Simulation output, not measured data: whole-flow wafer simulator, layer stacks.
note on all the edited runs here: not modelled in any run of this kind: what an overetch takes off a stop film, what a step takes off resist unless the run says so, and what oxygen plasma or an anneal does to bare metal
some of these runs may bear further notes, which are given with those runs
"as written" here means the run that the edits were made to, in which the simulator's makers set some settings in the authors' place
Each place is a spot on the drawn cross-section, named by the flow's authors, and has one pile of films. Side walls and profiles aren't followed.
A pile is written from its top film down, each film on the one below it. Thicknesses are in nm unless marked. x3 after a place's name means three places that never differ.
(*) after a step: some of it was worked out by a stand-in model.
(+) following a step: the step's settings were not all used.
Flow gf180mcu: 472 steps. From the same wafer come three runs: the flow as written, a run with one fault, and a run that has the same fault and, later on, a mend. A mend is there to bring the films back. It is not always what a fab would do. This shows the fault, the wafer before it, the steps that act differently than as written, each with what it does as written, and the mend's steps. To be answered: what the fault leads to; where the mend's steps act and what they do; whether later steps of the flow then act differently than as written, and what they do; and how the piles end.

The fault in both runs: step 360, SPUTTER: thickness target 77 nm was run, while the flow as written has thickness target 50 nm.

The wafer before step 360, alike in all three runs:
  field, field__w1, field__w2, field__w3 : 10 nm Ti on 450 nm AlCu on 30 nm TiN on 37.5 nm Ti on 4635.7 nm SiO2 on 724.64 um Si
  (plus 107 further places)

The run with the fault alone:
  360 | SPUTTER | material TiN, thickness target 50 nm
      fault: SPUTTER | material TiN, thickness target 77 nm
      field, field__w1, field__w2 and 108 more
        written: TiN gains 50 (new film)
        fault: TiN gains 77 (new film)
  Steps later in the flow that act otherwise than as written (not shown: 3 more steps that differ only slightly, by at most 2% or 0.5 nm, whichever is larger):
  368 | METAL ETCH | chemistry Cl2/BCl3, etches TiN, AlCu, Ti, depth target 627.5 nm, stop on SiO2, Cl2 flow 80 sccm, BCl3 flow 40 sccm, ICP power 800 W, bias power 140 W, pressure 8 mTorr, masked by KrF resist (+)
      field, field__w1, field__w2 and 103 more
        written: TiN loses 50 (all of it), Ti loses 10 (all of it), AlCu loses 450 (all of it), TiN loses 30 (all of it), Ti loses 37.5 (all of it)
        fault: TiN loses 77 (all of it), Ti loses 10 (all of it), AlCu loses 450 (all of it), TiN loses 30 (all of it), Ti loses 37.5 (all of it)
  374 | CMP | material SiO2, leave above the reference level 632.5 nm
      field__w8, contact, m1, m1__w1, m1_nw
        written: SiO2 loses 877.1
        fault: SiO2 loses 904.1
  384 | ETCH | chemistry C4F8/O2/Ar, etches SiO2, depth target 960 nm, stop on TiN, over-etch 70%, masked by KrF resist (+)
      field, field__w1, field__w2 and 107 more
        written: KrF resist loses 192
        fault: KrF resist loses 185.5
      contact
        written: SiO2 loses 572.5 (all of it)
        fault: SiO2 loses 545.5 (all of it)
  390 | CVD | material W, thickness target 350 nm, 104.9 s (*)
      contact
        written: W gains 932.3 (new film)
        fault: W gains 905 (new film)
  By the end, the piles at field__w8, contact, m1, m1__w1, m1_nw depart from the flow's by more than 2% or 0.5 nm, whichever is larger.
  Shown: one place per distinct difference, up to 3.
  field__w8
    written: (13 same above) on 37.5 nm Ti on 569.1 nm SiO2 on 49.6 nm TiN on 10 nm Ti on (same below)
    fault: (13 same above) on 37.5 nm Ti on 542.1 nm SiO2 on 76.6 nm TiN on 10 nm Ti on (same below)
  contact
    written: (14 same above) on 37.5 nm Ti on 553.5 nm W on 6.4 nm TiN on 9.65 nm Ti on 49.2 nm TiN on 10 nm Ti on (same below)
    fault: (14 same above) on 37.5 nm Ti on 526.2 nm W on 6.51 nm TiN on 9.81 nm Ti on 76.2 nm TiN on 10 nm Ti on (same below)

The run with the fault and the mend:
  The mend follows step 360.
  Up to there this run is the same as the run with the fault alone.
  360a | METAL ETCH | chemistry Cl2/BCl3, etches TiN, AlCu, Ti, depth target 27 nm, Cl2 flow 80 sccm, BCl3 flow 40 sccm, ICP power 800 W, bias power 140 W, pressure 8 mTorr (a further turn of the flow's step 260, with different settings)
      field, field__w1, field__w2 and 108 more
        TiN loses 27
  Every later step of the flow that is run acts as written at every place that is followed.
  By the end, the piles equal the flow's at every place that both follow.
